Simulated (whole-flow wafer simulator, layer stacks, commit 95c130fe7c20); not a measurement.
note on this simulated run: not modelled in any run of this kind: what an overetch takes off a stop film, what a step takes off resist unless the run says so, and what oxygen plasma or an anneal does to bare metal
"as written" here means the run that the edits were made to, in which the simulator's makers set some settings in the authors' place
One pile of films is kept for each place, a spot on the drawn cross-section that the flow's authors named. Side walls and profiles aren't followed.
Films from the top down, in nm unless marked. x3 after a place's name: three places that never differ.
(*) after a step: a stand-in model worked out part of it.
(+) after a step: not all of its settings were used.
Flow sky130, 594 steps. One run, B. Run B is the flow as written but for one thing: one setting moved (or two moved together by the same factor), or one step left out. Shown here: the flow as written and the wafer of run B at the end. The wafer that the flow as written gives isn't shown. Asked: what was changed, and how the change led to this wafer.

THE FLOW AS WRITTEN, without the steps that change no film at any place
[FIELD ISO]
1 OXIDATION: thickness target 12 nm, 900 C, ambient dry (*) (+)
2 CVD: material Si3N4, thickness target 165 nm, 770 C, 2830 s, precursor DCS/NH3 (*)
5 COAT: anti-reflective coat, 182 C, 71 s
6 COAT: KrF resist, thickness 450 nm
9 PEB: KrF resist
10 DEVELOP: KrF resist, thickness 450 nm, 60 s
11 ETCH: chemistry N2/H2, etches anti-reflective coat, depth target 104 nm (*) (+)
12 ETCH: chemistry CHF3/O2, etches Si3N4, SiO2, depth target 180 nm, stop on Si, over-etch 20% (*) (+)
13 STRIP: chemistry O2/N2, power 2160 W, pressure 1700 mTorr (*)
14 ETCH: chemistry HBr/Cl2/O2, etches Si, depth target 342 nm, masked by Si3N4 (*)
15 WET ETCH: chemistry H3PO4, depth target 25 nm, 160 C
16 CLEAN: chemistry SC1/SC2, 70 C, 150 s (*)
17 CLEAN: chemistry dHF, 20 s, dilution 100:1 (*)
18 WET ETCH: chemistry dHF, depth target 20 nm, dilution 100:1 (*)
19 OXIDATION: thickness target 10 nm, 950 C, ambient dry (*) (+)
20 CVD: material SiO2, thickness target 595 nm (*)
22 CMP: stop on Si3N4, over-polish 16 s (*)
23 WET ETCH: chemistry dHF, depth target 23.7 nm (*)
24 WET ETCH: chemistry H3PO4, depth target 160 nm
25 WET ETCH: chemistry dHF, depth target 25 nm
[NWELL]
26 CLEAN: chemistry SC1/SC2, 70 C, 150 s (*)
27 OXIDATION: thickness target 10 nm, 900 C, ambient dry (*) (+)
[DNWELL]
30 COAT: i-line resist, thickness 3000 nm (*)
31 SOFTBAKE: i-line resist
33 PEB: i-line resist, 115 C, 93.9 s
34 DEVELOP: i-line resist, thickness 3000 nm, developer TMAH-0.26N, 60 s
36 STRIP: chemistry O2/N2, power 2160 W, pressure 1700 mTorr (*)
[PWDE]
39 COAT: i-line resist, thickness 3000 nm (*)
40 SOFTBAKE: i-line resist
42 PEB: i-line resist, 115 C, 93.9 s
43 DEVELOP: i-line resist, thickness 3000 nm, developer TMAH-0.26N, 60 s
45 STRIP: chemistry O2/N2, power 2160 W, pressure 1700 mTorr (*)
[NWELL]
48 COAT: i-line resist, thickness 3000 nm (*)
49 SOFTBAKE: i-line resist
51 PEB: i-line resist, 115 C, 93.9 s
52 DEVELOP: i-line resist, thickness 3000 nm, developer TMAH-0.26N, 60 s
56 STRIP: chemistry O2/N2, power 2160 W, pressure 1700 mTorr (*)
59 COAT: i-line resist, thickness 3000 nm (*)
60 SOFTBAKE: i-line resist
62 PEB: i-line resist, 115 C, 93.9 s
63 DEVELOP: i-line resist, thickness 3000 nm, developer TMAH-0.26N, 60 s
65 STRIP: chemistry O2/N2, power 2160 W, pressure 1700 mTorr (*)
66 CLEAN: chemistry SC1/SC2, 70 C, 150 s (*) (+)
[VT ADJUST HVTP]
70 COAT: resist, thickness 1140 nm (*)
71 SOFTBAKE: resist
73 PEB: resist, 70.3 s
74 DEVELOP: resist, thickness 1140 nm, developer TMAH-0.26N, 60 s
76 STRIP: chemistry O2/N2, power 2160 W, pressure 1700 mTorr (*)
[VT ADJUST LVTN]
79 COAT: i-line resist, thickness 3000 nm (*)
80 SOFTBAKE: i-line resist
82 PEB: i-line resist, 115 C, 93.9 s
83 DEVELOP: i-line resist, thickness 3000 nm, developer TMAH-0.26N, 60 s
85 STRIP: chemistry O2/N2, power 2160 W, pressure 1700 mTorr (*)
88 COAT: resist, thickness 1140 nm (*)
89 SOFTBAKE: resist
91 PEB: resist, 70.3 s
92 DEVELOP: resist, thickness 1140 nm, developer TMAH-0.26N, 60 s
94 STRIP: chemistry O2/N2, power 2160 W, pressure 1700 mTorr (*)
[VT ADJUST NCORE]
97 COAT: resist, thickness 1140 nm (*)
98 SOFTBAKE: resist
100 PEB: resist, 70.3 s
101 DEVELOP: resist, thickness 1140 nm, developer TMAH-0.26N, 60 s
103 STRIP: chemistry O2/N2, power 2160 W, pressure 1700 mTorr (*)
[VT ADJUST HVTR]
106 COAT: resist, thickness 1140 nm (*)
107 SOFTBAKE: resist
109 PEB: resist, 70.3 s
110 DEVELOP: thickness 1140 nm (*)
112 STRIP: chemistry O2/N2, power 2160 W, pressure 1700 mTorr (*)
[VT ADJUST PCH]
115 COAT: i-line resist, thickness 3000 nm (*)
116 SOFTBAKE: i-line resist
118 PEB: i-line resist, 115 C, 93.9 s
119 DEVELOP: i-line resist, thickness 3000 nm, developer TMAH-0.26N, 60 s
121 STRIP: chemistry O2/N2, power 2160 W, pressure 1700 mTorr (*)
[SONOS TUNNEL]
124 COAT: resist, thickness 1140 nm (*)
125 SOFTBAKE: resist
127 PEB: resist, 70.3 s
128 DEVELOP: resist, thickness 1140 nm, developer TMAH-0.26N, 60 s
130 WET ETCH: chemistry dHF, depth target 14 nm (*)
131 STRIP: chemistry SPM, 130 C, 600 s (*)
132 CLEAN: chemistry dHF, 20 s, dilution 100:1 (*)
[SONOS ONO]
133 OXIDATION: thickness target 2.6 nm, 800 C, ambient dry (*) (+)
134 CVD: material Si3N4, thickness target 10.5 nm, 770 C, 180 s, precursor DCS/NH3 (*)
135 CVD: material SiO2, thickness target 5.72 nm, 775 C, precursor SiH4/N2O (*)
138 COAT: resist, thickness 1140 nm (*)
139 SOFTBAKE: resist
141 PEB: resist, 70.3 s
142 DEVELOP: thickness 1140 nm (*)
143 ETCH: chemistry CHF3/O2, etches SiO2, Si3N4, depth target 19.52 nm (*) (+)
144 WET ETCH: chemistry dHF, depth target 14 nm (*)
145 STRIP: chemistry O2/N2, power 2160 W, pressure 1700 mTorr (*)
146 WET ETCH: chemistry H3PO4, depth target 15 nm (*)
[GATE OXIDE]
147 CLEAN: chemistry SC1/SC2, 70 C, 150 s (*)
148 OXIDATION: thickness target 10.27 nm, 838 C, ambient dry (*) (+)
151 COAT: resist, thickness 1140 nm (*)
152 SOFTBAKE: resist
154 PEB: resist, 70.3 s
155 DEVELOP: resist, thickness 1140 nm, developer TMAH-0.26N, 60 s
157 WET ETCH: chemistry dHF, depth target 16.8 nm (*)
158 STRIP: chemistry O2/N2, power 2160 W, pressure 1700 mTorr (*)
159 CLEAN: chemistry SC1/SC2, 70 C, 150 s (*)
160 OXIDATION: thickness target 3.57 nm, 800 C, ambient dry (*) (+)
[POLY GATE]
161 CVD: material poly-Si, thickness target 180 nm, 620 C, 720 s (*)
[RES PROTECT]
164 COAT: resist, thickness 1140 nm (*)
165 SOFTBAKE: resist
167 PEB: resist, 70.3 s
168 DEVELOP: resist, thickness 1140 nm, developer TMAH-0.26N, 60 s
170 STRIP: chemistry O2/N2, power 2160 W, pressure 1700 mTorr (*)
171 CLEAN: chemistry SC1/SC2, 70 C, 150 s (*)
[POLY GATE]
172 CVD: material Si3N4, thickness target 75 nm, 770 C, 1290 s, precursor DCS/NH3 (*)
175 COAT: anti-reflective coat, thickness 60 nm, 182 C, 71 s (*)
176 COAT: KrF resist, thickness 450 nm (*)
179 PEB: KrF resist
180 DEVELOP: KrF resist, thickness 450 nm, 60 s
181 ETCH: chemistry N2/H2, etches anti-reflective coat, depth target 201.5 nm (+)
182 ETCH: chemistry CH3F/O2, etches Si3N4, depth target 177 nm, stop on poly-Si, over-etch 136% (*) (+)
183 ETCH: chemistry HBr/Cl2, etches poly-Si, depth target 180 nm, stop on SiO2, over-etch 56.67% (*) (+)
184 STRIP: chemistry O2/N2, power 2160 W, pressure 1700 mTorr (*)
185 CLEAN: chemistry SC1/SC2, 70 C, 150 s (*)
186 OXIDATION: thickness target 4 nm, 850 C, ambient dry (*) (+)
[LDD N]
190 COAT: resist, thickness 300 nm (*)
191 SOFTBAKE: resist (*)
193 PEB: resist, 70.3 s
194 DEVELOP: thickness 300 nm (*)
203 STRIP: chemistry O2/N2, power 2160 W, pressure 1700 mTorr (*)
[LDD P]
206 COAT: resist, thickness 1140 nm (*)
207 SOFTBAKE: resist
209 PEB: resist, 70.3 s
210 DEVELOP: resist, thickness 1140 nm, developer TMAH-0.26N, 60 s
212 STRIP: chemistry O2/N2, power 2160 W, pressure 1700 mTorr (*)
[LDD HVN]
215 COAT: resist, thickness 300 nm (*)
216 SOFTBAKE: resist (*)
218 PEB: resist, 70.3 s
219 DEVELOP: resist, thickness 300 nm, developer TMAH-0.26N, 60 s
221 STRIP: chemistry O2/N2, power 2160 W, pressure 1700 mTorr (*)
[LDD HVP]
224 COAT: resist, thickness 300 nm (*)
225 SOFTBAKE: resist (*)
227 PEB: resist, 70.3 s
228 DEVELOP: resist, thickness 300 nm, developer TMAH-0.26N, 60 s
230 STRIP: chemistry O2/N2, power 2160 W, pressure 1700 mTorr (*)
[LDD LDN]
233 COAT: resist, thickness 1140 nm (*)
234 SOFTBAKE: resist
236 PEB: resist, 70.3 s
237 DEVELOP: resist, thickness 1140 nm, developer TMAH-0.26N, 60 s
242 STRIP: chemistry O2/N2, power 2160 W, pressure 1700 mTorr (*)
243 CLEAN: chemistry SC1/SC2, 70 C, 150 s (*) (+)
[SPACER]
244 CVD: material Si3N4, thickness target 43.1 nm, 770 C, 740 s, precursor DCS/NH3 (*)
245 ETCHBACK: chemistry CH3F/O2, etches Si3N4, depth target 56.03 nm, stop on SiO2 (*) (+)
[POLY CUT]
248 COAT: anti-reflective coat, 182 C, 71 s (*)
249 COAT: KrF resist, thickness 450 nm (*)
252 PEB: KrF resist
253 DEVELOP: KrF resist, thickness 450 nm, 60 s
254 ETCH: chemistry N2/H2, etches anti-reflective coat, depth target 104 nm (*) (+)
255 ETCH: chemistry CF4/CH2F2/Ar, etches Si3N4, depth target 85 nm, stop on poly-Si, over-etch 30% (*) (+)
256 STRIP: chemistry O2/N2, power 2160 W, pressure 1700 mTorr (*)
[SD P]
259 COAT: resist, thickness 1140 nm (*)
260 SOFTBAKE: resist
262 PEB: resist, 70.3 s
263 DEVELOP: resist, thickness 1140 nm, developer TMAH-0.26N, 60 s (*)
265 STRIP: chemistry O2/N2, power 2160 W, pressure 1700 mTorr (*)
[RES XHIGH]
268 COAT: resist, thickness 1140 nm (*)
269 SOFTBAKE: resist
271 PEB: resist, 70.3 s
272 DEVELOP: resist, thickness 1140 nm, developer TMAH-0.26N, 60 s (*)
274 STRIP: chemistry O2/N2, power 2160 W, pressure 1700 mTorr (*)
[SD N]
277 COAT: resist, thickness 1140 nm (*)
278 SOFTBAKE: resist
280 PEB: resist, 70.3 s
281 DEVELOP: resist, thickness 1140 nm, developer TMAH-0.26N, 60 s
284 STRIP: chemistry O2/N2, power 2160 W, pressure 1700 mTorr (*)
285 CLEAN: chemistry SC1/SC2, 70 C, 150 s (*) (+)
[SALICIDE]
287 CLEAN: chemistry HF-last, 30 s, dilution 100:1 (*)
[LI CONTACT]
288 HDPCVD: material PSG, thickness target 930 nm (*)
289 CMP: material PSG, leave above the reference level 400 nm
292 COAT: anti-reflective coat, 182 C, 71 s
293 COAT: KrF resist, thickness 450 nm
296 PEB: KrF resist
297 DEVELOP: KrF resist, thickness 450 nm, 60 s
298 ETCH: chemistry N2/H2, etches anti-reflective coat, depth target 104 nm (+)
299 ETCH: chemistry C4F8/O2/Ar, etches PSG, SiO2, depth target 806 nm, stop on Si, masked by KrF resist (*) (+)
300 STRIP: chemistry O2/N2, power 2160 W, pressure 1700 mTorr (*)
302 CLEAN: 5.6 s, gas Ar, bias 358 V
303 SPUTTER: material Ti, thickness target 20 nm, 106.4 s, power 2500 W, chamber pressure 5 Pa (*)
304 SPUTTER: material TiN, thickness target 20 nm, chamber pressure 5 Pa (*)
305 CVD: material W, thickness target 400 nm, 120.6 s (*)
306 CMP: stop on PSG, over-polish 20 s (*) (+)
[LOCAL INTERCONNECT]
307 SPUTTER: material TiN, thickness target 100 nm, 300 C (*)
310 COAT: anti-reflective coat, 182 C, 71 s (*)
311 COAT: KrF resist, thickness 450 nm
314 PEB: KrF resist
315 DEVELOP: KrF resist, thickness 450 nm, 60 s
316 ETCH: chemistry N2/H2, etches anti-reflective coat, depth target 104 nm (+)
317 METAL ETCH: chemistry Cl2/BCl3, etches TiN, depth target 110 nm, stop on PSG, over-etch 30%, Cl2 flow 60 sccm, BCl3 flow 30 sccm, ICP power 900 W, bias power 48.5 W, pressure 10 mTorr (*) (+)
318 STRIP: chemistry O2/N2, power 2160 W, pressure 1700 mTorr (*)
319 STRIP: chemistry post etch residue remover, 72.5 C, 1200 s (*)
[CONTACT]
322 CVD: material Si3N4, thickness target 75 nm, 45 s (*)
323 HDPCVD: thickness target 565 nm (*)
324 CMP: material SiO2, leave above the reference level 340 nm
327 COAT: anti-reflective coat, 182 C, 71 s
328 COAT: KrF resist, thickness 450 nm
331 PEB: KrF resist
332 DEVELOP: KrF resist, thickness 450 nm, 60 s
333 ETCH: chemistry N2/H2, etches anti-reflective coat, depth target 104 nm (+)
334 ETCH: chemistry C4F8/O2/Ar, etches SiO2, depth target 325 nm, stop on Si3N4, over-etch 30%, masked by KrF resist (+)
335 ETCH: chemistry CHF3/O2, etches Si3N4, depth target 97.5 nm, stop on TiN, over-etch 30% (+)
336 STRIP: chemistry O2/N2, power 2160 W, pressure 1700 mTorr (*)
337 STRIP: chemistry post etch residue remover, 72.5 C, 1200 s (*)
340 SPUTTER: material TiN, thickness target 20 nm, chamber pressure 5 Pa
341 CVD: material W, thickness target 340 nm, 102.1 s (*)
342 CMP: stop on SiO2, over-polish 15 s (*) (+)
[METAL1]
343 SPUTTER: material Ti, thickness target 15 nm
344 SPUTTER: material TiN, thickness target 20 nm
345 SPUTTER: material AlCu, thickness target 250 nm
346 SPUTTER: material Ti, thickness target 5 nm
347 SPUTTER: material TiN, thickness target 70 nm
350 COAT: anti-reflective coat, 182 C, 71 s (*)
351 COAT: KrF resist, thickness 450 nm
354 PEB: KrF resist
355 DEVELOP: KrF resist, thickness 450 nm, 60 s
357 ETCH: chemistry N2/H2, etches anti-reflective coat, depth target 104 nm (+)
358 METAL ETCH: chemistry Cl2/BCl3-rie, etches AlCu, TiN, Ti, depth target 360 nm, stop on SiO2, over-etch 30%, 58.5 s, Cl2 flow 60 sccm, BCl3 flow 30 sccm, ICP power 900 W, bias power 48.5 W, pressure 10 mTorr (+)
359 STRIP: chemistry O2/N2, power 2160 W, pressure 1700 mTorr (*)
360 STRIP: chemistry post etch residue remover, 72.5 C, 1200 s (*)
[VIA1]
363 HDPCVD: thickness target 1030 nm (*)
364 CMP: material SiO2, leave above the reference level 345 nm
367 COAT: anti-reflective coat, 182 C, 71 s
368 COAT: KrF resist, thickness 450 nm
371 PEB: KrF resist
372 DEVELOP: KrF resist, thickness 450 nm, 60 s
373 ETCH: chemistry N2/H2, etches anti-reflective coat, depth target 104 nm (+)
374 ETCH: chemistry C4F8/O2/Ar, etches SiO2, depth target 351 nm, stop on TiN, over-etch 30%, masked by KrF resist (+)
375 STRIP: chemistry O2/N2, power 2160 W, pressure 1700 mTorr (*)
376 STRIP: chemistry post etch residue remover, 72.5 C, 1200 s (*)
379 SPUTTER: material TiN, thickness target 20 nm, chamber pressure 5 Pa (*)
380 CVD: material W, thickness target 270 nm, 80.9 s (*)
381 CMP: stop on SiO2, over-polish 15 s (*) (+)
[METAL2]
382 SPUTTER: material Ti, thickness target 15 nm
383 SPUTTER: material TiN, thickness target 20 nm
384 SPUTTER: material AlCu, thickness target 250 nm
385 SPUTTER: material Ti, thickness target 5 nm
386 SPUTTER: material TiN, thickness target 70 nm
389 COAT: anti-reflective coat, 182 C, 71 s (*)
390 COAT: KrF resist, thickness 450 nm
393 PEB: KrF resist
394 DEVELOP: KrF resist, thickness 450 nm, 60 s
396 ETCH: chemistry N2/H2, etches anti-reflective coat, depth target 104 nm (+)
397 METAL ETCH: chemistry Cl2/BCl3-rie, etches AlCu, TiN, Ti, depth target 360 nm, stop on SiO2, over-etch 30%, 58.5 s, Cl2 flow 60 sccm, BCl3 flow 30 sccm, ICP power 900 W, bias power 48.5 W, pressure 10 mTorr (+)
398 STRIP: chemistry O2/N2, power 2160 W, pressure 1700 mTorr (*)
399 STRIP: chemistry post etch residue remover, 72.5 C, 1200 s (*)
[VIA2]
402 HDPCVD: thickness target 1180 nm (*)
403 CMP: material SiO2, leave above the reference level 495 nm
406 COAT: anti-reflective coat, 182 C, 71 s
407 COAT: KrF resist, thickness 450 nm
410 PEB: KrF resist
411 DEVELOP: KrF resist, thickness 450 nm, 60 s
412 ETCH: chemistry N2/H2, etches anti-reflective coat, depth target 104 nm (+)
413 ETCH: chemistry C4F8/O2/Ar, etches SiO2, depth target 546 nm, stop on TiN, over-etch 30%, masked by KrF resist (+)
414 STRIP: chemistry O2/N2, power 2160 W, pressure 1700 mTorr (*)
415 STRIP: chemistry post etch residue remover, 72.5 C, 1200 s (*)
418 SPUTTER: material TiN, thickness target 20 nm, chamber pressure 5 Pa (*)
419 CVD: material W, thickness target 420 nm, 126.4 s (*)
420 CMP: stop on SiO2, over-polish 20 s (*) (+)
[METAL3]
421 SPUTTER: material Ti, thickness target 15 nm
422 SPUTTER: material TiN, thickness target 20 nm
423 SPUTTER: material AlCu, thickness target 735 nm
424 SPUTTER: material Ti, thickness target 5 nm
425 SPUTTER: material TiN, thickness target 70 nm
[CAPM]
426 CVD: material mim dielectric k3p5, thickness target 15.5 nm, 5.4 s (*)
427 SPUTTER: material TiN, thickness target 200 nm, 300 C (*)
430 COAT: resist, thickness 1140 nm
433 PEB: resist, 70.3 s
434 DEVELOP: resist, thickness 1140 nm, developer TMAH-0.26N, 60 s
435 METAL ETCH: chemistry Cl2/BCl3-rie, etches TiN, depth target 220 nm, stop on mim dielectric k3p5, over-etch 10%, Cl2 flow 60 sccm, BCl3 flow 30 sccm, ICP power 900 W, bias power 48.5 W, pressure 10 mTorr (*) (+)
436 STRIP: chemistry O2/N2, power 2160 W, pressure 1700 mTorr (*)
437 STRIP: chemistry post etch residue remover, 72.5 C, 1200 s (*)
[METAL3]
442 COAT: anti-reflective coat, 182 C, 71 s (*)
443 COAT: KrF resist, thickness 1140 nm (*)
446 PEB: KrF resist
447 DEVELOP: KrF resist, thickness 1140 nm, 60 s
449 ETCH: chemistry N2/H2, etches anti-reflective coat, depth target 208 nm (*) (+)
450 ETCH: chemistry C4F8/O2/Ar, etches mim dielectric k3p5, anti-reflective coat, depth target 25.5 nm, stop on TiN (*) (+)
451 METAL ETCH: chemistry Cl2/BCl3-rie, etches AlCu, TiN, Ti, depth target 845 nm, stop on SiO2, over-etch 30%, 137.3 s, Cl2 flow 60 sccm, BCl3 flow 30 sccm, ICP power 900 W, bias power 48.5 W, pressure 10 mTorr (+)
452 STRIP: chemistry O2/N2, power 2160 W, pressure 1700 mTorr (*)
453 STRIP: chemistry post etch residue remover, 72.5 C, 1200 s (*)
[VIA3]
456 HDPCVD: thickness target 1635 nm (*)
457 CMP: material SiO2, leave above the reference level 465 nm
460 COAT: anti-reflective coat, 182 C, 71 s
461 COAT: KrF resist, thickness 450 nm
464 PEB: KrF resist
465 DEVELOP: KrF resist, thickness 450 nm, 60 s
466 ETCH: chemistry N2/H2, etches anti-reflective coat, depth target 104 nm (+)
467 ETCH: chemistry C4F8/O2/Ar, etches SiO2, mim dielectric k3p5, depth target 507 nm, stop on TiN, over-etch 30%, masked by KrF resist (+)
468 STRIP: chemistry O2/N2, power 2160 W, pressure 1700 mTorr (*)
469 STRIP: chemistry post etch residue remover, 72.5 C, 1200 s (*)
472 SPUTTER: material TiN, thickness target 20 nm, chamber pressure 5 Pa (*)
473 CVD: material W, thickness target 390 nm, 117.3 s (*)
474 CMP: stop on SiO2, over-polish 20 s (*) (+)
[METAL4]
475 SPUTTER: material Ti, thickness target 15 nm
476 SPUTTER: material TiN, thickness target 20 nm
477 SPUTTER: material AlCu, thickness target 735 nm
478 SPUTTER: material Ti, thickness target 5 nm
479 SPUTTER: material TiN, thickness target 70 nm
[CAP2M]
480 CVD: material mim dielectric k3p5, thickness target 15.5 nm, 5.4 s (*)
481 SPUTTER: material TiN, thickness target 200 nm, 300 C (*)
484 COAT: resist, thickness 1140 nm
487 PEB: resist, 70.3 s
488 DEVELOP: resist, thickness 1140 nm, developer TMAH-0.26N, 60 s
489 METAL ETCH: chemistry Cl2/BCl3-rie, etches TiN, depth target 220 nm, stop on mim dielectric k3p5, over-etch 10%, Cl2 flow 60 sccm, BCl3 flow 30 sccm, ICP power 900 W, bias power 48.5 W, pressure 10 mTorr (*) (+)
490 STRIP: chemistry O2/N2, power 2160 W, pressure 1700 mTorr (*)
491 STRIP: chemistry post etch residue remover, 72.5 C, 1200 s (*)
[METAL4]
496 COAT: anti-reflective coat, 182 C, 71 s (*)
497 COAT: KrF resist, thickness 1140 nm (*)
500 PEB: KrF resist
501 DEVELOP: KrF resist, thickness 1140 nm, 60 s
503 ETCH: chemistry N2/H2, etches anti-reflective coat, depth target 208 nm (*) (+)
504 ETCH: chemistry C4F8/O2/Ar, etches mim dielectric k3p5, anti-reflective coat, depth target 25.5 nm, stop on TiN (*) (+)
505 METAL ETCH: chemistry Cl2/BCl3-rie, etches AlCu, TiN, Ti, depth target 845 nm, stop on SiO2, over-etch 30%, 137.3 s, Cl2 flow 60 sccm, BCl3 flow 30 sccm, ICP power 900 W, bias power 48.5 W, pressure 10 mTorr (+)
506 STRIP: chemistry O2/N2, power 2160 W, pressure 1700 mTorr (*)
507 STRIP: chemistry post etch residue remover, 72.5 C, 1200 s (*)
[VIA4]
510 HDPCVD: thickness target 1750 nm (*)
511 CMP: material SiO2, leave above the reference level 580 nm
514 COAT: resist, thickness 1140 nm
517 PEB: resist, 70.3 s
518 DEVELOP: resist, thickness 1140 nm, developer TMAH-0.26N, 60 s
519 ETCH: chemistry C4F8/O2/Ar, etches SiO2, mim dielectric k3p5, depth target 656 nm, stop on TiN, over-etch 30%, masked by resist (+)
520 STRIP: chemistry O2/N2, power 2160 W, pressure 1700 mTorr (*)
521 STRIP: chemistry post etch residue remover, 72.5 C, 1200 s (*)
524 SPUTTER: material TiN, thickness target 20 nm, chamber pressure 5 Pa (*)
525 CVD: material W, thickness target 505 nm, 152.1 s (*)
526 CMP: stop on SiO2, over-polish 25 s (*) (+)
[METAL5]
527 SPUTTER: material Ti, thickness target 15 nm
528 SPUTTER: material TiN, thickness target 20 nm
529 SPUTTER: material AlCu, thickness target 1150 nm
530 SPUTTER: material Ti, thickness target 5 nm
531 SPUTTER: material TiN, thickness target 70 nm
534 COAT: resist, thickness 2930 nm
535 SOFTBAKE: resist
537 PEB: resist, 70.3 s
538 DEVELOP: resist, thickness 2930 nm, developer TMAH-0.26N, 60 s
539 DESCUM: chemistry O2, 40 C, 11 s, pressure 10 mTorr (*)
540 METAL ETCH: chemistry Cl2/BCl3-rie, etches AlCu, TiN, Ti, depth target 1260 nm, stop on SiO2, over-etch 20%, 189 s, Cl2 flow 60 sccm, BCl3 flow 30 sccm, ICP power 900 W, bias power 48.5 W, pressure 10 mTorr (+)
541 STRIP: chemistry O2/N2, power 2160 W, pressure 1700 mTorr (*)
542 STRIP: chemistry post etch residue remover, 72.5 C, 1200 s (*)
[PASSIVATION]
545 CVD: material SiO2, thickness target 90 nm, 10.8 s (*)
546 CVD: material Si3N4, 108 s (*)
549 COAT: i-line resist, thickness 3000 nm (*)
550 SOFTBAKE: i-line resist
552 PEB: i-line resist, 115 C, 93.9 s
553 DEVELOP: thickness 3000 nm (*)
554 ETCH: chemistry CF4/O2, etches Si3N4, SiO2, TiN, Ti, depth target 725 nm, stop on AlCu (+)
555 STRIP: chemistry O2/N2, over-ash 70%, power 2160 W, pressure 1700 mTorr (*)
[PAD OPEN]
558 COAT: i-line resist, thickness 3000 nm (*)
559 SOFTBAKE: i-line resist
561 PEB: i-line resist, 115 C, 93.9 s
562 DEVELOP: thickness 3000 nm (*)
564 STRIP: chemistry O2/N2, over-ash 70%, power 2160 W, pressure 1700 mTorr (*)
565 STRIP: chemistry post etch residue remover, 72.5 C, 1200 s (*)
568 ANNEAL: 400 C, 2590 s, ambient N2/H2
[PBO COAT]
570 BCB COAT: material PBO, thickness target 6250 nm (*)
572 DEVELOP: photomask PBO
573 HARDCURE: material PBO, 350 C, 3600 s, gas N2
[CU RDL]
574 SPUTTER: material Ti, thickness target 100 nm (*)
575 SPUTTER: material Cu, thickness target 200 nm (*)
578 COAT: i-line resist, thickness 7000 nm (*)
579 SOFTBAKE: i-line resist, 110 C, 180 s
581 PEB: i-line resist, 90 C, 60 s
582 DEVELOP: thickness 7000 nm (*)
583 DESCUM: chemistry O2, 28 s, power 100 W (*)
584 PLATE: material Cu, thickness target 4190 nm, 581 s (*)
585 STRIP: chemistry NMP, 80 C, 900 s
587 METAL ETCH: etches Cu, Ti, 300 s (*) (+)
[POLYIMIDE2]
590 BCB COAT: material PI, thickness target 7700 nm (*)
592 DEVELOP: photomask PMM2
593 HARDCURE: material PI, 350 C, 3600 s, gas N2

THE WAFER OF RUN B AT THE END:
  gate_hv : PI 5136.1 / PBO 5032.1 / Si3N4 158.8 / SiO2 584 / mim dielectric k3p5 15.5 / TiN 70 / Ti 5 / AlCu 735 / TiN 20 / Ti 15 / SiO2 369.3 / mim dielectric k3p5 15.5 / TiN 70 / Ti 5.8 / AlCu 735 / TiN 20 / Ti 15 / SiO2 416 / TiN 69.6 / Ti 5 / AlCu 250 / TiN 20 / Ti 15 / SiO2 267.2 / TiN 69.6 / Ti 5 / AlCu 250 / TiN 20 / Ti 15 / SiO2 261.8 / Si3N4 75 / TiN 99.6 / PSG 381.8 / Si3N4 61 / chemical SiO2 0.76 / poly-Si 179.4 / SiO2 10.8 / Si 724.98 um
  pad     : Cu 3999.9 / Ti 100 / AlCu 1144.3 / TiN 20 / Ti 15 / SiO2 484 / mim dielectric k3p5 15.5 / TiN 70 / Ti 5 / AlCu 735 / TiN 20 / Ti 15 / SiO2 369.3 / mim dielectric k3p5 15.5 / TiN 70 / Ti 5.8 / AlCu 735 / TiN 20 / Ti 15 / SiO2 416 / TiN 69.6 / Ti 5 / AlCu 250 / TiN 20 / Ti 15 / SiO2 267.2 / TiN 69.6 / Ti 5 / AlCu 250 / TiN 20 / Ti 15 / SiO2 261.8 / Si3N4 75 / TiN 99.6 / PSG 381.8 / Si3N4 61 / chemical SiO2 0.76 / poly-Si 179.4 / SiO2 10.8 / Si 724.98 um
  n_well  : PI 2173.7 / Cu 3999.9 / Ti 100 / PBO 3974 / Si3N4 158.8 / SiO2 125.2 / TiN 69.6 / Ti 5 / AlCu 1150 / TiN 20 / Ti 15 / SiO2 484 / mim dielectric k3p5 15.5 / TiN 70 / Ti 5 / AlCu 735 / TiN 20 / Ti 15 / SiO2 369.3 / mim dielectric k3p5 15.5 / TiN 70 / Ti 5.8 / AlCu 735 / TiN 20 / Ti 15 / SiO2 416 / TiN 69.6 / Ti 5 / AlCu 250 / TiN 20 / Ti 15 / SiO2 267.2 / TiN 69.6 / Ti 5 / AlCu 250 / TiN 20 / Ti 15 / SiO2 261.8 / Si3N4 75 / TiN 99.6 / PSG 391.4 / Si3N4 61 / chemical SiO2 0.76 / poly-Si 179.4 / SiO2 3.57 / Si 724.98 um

The cause: step 424, SPUTTER: thickness target 5.8 nm was run, where the flow has thickness target 5 nm.
It can be read off the wafer: gate_hv has Ti 5.8, and step 424 as written asks for 5 nm.

How the change led to this, step by step:
  424 SPUTTER: material Ti, thickness target 5 nm
      field, active, n_well and 188 more: Ti +5.8 (new film) (as written it would be: Ti +5 (new film))
  451 METAL ETCH: chemistry Cl2/BCl3-rie, etches AlCu, TiN, Ti, depth target 845 nm, stop on SiO2, over-etch 30%, 137.3 s, Cl2 flow 60 sccm, BCl3 flow 30 sccm, ICP power 900 W, bias power 48.5 W, pressure 10 mTorr (+)
      field, gate, spacer and 68 more: TiN -70 (all of it), Ti -5.8 (all of it), AlCu -735 (all of it), TiN -20 (all of it), Ti -15 (all of it), SiO2 -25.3 (as written it would be: TiN -70 (all of it), Ti -5 (all of it), AlCu -735 (all of it), TiN -20 (all of it), Ti -15 (all of it), SiO2 -25.4)
      active, vpp_ln, vpp_iso2 and 11 more: TiN -70 (all of it), Ti -5.8 (all of it), AlCu -735 (all of it), TiN -20 (all of it), Ti -15 (all of it), SiO2 -25.3 (as written it would be: TiN -70 (all of it), Ti -5 (all of it), AlCu -735 (all of it), TiN -20 (all of it), Ti -15 (all of it), SiO2 -25.3)
